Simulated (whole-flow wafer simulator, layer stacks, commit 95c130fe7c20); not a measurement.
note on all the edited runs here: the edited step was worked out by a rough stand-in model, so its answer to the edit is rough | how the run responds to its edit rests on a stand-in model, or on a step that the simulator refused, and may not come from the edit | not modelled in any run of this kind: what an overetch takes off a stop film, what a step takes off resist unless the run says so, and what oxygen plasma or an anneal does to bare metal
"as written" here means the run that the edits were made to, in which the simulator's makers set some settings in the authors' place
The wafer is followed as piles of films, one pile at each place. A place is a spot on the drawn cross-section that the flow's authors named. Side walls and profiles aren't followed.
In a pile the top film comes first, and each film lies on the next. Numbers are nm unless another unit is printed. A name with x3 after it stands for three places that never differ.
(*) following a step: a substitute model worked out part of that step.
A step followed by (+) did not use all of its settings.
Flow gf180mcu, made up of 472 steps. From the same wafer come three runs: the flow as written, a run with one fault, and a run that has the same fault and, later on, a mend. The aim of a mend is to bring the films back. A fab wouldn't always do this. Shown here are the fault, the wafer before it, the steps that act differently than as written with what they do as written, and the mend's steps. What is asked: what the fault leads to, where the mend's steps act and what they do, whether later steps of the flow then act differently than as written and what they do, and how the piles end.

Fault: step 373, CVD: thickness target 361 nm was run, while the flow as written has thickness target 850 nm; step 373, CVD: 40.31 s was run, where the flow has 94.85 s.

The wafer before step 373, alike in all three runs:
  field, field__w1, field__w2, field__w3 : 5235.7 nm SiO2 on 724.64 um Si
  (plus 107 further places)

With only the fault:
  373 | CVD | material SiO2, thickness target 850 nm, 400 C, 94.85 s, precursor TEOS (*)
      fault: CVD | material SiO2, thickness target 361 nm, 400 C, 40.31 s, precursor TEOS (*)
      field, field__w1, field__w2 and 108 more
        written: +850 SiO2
        fault: +371.5 SiO2
  Steps further on in the flow that do not act as written (2 more steps, not shown, differ only slightly: by at most 2% or 0.5 nm, whichever is larger):
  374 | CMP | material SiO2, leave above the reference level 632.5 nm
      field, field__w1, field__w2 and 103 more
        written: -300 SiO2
        fault: nothing
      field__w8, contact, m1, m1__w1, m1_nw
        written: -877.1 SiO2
        fault: -398.6 SiO2
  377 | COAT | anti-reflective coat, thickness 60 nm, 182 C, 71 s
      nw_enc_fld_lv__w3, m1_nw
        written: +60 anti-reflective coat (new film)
        fault: +38.9 anti-reflective coat (new film)
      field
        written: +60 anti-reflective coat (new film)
        fault: +140.5 anti-reflective coat (new film)
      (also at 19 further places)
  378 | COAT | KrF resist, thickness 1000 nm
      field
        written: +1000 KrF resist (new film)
        fault: +966 KrF resist (new film)
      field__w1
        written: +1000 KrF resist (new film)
        fault: +972.2 KrF resist (new film)
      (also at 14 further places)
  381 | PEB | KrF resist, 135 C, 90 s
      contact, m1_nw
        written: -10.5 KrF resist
        fault: -9 KrF resist
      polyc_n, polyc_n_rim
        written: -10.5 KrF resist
        fault: -12.3 KrF resist
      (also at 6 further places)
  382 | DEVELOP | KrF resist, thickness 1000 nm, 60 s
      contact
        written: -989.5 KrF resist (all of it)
        fault: -893.1 KrF resist (all of it)
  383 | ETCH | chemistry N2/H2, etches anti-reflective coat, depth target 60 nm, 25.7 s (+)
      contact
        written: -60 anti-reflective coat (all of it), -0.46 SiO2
        fault: -19.5 anti-reflective coat (all of it), -1.5 SiO2
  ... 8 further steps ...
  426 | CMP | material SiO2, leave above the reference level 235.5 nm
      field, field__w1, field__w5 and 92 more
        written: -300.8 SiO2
        fault: -288.4 SiO2
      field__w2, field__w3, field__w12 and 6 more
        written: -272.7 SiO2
        fault: -259.7 SiO2
  By the end, the piles at field, field__w1, field__w2 and 109 more depart from the flow's by more than 2% or 0.5 nm, whichever is larger.
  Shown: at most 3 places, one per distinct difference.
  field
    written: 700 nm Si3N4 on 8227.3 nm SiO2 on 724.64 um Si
    fault: 700 nm Si3N4 on 2457.8 nm SiO2 on 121 nm W on 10 nm TiN on 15 nm Ti on 5607.2 nm SiO2 on 724.64 um Si
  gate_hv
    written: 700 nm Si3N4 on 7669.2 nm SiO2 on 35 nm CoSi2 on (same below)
    fault: 700 nm Si3N4 on 2457.8 nm SiO2 on 121 nm W on 10 nm TiN on 15 nm Ti on 5049.1 nm SiO2 on 35 nm CoSi2 on (same below)
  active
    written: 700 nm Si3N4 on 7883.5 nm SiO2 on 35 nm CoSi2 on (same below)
    fault: 700 nm Si3N4 on 2457.8 nm SiO2 on 121 nm W on 10 nm TiN on 15 nm Ti on 5263.5 nm SiO2 on 35 nm CoSi2 on (same below)

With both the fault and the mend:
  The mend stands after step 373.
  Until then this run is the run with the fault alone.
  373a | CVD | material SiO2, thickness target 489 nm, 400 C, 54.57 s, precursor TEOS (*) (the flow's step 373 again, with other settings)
      field, field__w1, field__w2 and 108 more
        +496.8 SiO2
  Steps further on in the flow that do not act as written:
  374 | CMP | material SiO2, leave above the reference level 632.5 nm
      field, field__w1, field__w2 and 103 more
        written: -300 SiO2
        mend: -318.3 SiO2
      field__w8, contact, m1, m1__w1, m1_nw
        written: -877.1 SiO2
        mend: -895.4 SiO2
  At every place that both follow, the piles at the end match the flow's.
